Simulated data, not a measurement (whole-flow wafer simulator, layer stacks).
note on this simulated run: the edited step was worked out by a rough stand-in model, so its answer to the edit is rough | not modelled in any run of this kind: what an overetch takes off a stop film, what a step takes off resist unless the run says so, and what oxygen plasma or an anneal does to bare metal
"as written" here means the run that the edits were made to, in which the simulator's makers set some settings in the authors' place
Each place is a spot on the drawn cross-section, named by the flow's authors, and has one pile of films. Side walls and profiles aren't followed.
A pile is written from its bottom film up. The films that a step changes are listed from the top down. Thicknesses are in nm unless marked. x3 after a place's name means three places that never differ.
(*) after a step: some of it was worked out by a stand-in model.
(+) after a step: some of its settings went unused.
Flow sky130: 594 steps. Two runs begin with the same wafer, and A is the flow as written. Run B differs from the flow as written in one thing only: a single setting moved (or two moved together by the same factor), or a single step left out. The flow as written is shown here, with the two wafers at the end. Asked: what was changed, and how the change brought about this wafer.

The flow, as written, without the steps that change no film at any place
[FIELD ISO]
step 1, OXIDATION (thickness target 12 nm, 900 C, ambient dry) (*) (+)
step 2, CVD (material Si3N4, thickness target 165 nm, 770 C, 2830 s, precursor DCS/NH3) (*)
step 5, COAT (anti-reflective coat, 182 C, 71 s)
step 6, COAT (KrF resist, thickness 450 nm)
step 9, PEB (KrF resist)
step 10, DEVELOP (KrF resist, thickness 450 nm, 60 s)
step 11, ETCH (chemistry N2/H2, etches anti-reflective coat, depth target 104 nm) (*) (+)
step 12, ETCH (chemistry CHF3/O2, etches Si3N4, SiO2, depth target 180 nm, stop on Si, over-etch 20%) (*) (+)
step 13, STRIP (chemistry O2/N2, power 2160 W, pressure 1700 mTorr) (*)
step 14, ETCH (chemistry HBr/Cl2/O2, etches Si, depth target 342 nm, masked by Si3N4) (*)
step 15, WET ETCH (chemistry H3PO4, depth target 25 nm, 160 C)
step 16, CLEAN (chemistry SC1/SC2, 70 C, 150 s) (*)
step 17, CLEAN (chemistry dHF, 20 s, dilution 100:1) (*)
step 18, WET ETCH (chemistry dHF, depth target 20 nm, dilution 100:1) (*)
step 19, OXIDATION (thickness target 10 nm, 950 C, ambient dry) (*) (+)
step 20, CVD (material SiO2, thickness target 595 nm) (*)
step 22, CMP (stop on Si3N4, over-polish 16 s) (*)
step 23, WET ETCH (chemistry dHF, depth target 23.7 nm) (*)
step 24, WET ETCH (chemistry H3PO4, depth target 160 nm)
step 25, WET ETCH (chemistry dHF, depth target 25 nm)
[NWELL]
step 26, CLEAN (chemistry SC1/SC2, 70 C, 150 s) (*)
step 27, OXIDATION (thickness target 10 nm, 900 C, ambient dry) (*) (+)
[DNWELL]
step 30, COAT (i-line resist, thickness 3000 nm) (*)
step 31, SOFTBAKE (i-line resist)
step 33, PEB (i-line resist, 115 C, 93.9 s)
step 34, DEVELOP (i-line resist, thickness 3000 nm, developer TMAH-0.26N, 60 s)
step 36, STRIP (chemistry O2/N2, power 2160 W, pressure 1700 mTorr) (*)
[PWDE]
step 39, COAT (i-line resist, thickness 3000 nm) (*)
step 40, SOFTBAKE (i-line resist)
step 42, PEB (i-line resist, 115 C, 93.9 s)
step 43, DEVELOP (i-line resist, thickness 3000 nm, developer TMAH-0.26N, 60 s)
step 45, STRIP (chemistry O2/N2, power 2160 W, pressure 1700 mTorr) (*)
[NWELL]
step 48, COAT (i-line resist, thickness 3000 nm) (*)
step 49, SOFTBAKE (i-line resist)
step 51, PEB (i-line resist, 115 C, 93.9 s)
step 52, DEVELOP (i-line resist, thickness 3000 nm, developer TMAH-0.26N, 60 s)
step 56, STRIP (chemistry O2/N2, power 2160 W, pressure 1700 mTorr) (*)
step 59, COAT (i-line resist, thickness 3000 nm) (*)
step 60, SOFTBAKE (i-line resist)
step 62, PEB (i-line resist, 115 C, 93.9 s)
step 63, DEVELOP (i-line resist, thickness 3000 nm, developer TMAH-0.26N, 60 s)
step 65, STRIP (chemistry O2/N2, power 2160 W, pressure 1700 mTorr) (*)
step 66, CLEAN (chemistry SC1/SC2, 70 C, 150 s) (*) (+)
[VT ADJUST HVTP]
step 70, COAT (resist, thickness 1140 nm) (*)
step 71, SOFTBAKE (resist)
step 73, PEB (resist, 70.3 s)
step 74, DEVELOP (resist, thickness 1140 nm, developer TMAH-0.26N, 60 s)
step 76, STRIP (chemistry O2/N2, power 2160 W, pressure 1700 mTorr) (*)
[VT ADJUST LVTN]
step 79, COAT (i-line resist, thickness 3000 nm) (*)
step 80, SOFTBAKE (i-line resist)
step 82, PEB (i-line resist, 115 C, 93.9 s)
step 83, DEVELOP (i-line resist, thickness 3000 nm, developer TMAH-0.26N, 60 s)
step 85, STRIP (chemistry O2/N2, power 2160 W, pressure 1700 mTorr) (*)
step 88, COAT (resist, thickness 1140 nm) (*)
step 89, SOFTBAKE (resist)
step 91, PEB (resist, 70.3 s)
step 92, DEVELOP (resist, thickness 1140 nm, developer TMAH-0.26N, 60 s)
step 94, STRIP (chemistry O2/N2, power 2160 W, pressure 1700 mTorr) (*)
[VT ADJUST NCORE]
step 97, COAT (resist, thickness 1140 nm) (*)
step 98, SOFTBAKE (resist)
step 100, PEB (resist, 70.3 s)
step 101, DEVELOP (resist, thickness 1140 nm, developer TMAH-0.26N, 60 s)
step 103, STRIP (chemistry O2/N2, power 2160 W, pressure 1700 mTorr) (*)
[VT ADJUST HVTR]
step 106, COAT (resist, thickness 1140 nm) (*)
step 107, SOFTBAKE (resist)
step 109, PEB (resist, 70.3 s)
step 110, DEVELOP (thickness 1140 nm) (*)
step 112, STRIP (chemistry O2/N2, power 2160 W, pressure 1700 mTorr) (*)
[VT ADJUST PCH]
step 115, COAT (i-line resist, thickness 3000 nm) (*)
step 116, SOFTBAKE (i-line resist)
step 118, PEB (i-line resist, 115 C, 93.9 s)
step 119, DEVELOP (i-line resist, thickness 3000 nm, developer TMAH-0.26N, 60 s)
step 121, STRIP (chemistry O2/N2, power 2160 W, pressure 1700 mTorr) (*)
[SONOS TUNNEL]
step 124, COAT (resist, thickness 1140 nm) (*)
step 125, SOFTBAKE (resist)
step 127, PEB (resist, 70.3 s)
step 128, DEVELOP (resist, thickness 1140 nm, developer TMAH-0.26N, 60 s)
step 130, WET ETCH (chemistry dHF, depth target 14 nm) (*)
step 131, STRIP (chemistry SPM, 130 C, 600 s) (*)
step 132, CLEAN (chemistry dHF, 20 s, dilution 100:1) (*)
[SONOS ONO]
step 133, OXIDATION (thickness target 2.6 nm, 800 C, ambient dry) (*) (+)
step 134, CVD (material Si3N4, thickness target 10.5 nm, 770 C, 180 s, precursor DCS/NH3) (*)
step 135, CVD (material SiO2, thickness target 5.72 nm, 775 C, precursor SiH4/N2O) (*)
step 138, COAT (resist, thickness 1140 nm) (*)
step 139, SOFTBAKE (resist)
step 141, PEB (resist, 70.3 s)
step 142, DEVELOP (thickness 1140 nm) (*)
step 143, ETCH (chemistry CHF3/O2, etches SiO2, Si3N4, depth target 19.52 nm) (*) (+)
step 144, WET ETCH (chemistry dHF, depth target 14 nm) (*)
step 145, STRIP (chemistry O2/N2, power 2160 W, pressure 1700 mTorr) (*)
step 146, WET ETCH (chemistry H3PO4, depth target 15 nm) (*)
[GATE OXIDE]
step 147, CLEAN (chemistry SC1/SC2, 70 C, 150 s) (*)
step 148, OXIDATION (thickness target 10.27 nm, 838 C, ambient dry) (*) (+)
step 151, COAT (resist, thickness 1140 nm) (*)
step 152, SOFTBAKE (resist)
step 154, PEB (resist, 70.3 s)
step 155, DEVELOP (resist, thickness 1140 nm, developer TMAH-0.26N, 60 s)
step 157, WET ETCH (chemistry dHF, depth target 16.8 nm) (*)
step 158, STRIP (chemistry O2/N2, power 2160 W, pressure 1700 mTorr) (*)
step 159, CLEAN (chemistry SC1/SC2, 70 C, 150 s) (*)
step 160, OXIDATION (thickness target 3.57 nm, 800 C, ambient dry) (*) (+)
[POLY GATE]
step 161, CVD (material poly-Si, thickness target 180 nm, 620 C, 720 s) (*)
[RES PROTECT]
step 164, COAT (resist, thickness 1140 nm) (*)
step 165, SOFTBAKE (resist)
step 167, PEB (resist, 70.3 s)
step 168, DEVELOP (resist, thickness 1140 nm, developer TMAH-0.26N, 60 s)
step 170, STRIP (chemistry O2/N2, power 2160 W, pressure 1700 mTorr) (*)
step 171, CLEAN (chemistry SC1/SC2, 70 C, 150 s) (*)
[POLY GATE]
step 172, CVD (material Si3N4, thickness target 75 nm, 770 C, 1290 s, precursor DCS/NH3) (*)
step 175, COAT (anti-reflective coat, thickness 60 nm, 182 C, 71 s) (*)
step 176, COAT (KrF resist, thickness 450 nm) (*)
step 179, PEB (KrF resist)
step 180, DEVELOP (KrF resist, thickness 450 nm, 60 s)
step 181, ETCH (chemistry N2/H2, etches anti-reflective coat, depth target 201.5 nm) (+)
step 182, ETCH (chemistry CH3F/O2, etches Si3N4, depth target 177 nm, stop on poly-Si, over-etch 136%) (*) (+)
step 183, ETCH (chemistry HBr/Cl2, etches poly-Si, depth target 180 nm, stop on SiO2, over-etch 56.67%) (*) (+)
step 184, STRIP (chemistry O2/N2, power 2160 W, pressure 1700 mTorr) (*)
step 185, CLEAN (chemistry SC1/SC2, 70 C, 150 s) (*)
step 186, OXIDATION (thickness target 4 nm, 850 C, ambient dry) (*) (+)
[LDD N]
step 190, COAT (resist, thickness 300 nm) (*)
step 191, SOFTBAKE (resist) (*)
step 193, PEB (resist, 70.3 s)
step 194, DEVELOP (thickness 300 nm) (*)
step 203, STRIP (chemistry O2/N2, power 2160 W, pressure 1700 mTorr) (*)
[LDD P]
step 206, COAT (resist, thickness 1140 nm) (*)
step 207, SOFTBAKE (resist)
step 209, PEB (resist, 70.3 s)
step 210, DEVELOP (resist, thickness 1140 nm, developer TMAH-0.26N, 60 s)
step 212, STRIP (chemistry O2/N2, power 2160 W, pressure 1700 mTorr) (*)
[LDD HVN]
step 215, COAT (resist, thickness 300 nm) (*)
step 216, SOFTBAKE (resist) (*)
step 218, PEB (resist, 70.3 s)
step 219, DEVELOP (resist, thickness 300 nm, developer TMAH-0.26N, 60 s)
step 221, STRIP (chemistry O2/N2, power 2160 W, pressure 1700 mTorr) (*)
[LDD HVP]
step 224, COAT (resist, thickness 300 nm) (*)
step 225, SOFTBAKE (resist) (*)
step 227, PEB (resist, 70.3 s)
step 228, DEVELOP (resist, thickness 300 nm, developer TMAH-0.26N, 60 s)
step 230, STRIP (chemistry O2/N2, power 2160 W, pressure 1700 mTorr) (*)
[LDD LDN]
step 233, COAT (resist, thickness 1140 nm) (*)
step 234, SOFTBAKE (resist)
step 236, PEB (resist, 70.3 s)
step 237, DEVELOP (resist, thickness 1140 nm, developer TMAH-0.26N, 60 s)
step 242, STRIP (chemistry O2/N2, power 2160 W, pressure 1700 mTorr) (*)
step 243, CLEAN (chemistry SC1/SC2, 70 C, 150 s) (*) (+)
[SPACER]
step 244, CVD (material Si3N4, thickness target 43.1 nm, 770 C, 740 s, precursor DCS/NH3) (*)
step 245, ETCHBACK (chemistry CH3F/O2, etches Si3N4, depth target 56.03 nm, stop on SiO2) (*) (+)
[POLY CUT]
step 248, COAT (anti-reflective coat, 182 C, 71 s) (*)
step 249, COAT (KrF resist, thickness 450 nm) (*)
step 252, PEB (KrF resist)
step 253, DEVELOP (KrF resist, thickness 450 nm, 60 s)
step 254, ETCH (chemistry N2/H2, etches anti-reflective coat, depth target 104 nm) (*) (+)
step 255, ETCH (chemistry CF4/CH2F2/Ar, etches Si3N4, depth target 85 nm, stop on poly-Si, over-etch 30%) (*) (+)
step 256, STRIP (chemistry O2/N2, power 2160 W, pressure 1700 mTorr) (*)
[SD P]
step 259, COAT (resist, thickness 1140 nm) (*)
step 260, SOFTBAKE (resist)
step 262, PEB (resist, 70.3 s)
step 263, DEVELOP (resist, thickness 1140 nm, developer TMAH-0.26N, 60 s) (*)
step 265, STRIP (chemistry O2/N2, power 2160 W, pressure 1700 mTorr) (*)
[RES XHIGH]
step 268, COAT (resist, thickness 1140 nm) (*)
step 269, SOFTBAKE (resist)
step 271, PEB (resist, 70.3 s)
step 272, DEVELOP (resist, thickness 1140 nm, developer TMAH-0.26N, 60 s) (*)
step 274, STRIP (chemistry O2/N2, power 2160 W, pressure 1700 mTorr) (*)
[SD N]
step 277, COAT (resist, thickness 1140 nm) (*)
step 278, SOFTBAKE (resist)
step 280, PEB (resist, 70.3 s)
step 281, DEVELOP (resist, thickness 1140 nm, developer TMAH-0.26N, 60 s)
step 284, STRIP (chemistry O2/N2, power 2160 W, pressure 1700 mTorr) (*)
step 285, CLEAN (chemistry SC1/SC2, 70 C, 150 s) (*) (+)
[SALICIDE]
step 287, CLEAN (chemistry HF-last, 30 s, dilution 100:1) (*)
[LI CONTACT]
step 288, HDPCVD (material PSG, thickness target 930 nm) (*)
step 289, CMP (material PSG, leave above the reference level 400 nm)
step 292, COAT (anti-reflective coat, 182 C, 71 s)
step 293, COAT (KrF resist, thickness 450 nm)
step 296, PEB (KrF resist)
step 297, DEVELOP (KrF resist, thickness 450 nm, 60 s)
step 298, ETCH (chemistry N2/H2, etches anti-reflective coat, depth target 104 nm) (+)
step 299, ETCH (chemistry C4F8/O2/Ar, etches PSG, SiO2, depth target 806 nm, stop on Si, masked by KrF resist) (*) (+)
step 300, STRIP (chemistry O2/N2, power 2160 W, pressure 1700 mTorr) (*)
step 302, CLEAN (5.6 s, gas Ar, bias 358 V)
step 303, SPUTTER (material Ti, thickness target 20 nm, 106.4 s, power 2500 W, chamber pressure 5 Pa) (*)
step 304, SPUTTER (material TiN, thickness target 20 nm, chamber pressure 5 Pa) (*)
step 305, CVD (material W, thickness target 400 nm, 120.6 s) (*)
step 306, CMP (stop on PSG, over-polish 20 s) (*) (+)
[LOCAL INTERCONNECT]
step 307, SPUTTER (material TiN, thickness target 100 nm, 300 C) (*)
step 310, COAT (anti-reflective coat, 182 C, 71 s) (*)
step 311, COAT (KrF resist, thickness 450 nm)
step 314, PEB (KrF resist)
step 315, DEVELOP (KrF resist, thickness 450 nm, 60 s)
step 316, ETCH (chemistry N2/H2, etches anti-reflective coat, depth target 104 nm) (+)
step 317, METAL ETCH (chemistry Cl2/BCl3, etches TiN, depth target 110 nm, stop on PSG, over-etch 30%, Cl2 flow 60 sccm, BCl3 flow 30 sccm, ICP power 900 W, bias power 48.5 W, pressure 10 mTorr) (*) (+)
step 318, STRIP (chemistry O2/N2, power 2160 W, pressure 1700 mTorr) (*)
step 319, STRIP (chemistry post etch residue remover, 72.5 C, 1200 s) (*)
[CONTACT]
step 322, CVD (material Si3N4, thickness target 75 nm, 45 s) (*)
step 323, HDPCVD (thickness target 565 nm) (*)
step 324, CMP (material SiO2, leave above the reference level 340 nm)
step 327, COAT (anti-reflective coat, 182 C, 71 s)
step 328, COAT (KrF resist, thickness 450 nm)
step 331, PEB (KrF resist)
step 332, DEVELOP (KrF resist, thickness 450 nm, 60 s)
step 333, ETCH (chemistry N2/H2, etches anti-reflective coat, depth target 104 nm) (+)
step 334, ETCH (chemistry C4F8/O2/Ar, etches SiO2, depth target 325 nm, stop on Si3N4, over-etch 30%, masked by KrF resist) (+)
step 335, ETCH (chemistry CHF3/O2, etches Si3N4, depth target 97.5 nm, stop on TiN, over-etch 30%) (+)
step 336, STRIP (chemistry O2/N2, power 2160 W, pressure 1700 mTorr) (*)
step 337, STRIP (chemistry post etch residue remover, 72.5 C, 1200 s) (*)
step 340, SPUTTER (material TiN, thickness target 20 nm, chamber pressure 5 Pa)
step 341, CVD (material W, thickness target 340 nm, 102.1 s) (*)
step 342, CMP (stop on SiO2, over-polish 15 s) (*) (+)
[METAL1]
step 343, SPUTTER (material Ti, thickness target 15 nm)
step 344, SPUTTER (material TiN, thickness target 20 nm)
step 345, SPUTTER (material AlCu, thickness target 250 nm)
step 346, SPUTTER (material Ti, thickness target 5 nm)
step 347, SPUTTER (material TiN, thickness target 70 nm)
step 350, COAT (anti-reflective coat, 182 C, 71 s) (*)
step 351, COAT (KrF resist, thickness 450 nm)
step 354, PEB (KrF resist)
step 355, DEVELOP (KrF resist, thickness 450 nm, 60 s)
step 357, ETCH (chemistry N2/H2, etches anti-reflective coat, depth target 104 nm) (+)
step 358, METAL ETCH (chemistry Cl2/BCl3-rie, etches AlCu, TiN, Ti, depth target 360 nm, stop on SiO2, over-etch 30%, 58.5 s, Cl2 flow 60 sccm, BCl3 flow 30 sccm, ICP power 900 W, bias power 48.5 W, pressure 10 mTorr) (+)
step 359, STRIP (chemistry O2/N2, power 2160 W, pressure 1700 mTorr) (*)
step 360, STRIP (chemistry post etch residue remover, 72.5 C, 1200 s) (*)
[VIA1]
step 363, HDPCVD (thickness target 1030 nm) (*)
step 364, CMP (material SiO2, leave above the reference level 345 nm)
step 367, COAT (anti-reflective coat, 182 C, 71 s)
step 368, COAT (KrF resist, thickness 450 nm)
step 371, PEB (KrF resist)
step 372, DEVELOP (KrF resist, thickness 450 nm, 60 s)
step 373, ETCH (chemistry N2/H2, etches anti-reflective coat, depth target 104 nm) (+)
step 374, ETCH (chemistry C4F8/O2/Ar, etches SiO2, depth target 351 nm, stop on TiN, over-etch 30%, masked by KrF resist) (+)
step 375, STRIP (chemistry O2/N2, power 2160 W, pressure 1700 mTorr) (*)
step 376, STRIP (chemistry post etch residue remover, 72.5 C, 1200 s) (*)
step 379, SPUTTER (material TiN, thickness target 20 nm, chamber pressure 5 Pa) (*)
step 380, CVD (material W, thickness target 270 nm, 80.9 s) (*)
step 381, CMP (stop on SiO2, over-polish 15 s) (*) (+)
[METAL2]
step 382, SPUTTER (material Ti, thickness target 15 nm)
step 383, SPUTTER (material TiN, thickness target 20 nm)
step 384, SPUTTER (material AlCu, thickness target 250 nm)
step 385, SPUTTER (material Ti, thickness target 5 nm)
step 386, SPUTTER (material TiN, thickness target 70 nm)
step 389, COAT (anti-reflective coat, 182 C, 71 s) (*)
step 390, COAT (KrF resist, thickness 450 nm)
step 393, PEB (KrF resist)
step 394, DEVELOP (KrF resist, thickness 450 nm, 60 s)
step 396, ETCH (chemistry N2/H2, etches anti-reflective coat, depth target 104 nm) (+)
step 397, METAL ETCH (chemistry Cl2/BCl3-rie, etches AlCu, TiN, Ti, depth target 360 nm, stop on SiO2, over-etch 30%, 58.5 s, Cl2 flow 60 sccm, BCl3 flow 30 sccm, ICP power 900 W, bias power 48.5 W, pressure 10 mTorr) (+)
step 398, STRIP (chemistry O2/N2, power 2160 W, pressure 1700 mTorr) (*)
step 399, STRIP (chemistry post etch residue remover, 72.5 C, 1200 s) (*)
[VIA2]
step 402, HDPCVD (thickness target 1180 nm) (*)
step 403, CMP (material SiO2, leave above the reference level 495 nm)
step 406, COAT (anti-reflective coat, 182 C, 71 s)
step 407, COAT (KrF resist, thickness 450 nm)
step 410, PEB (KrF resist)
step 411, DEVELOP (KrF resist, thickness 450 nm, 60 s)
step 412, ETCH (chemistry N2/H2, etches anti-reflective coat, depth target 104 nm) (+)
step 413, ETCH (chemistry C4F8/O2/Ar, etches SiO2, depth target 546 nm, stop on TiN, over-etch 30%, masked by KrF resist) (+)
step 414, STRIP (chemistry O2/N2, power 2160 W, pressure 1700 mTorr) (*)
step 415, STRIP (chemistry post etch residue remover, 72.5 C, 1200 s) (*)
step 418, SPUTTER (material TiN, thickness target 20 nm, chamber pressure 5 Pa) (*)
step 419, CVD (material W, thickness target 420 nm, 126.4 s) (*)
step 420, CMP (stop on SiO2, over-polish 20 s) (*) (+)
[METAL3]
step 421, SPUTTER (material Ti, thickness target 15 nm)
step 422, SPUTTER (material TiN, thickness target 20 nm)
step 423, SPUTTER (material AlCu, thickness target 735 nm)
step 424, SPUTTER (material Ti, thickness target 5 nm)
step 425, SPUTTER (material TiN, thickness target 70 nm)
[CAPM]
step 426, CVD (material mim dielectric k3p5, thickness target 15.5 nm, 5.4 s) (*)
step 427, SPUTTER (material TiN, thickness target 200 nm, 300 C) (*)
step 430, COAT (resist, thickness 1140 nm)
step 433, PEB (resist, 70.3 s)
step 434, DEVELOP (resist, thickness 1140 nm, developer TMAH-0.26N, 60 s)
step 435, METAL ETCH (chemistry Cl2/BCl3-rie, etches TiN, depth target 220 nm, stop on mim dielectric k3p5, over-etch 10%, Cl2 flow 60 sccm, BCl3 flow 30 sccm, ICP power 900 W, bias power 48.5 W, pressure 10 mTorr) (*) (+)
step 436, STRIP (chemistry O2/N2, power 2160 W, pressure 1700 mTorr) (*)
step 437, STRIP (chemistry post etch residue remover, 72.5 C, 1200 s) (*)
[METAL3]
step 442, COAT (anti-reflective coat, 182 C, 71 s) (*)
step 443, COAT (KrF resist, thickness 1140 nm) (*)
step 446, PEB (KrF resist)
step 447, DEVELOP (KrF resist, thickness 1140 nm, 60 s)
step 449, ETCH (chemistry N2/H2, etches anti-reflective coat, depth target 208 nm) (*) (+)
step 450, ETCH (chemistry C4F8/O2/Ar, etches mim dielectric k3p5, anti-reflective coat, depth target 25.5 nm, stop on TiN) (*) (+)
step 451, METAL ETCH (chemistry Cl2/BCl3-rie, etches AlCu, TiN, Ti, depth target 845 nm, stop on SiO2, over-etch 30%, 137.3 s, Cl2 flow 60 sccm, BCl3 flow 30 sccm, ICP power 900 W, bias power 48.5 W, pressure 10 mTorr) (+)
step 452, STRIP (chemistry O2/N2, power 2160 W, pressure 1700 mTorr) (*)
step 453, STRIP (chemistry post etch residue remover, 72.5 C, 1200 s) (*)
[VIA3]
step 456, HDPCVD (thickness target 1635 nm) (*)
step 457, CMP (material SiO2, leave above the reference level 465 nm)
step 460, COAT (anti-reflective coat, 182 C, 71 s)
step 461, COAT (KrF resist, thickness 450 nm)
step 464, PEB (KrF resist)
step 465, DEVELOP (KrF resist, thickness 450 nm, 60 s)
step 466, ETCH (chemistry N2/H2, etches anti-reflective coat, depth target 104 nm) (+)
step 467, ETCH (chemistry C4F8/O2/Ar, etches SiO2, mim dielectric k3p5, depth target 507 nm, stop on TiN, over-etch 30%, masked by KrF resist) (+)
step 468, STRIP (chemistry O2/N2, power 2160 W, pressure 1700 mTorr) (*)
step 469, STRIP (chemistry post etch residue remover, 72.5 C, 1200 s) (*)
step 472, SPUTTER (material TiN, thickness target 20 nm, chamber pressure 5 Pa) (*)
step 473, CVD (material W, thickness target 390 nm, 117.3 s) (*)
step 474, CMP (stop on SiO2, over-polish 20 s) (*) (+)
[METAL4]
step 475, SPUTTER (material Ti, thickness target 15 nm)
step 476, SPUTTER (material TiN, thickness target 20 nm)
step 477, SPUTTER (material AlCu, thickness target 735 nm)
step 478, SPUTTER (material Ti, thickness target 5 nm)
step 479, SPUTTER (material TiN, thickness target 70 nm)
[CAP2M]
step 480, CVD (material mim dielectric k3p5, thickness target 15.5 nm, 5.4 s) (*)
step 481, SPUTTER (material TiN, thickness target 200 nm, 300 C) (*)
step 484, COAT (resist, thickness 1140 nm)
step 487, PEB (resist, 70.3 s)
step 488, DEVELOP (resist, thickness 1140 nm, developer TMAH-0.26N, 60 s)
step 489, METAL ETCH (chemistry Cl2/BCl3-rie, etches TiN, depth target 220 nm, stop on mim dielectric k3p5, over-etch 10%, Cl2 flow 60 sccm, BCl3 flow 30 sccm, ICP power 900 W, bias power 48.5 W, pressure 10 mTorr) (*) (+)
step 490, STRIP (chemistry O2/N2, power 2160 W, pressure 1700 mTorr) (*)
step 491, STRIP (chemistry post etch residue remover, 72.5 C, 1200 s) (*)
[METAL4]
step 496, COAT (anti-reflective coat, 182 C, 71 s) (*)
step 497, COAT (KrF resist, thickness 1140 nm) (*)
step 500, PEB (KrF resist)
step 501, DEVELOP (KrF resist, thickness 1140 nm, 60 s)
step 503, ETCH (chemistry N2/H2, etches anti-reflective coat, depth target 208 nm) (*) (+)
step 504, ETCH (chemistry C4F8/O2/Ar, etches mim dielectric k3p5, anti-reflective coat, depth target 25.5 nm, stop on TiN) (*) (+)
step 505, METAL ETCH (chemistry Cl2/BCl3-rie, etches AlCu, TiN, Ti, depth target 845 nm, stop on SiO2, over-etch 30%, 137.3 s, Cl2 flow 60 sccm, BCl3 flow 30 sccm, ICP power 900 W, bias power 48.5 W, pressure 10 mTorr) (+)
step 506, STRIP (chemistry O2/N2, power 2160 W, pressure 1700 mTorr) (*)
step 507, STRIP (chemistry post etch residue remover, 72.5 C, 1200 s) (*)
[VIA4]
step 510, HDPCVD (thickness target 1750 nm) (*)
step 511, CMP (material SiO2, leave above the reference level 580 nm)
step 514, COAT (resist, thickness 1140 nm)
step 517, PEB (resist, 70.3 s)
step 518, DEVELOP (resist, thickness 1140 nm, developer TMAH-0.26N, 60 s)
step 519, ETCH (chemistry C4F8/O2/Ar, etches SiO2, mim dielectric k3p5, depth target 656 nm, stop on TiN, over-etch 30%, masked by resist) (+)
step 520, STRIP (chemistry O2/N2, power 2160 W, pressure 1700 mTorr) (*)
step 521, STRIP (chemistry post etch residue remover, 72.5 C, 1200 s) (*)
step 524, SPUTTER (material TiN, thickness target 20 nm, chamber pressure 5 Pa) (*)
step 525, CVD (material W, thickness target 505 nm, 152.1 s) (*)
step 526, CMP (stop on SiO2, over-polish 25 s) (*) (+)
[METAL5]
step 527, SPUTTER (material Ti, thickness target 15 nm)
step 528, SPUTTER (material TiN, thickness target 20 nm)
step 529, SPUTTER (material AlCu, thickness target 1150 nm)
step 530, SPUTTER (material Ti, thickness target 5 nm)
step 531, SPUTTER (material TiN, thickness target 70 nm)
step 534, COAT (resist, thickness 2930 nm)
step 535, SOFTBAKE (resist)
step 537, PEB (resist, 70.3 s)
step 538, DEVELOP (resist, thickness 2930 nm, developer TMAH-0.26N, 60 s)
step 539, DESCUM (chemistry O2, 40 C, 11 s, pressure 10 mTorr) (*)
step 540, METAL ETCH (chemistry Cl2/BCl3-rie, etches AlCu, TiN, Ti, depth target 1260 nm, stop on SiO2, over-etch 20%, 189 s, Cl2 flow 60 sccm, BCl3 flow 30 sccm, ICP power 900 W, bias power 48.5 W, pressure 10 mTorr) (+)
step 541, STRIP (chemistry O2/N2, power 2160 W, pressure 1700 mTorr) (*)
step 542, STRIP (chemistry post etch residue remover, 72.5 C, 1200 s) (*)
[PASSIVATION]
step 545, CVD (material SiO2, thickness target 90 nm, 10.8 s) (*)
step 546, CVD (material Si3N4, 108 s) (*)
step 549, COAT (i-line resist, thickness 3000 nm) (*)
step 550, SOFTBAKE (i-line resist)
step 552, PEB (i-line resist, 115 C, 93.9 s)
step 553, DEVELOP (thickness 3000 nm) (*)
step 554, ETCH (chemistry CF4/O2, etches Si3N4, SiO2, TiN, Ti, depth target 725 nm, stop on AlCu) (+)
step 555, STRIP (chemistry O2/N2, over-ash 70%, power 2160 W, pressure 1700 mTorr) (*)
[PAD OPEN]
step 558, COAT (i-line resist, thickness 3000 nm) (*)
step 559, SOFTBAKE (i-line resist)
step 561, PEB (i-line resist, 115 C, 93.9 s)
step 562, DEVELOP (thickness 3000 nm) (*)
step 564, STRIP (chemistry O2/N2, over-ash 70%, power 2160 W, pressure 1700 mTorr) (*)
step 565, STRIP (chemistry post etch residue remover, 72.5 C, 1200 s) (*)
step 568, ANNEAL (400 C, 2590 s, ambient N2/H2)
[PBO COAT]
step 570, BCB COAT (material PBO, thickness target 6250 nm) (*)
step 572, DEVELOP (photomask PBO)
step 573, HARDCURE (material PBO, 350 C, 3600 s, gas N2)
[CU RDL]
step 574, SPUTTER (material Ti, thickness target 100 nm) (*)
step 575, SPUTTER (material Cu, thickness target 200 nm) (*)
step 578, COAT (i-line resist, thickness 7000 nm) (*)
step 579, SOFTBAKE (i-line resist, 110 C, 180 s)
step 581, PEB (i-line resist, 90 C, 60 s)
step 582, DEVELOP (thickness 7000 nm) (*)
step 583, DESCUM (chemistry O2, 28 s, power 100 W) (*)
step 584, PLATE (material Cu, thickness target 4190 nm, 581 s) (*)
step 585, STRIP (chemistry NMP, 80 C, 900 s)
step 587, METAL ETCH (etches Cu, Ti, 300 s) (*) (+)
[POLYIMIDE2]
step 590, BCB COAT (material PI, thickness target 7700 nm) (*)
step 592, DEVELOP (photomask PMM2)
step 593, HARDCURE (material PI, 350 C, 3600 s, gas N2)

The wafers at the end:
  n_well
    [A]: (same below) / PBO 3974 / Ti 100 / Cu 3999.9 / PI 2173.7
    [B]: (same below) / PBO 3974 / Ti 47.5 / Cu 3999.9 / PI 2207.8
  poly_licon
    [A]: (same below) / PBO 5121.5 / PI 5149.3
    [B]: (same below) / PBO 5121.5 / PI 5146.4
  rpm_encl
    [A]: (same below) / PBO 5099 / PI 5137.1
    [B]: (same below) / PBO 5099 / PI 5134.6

Cause: step 574, SPUTTER: thickness target 47.5 nm was run, whereas the flow has thickness target 100 nm.
The wafer itself shows it: n_well has Ti 47.5, and step 574 as written asks for 100 nm.

Step by step, how the change led to this:
  step 574, SPUTTER (material Ti, thickness target 100 nm) (*)
      field, active, n_well and 190 more: A Ti gains 100 (new film) | B Ti gains 47.5 (new film)
  step 587, METAL ETCH (etches Cu, Ti, 300 s) (*) (+)
      field, active, gate and 167 more: A Cu loses 200 (all of it), Ti loses 100 (all of it) | B Cu loses 200 (all of it), Ti loses 47.5 (all of it)
  step 590, BCB COAT (material PI, thickness target 7700 nm) (*)
      de16_gate_nw: A PI gains 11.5 um (new film) | B PI gains 11.45 um (new film)
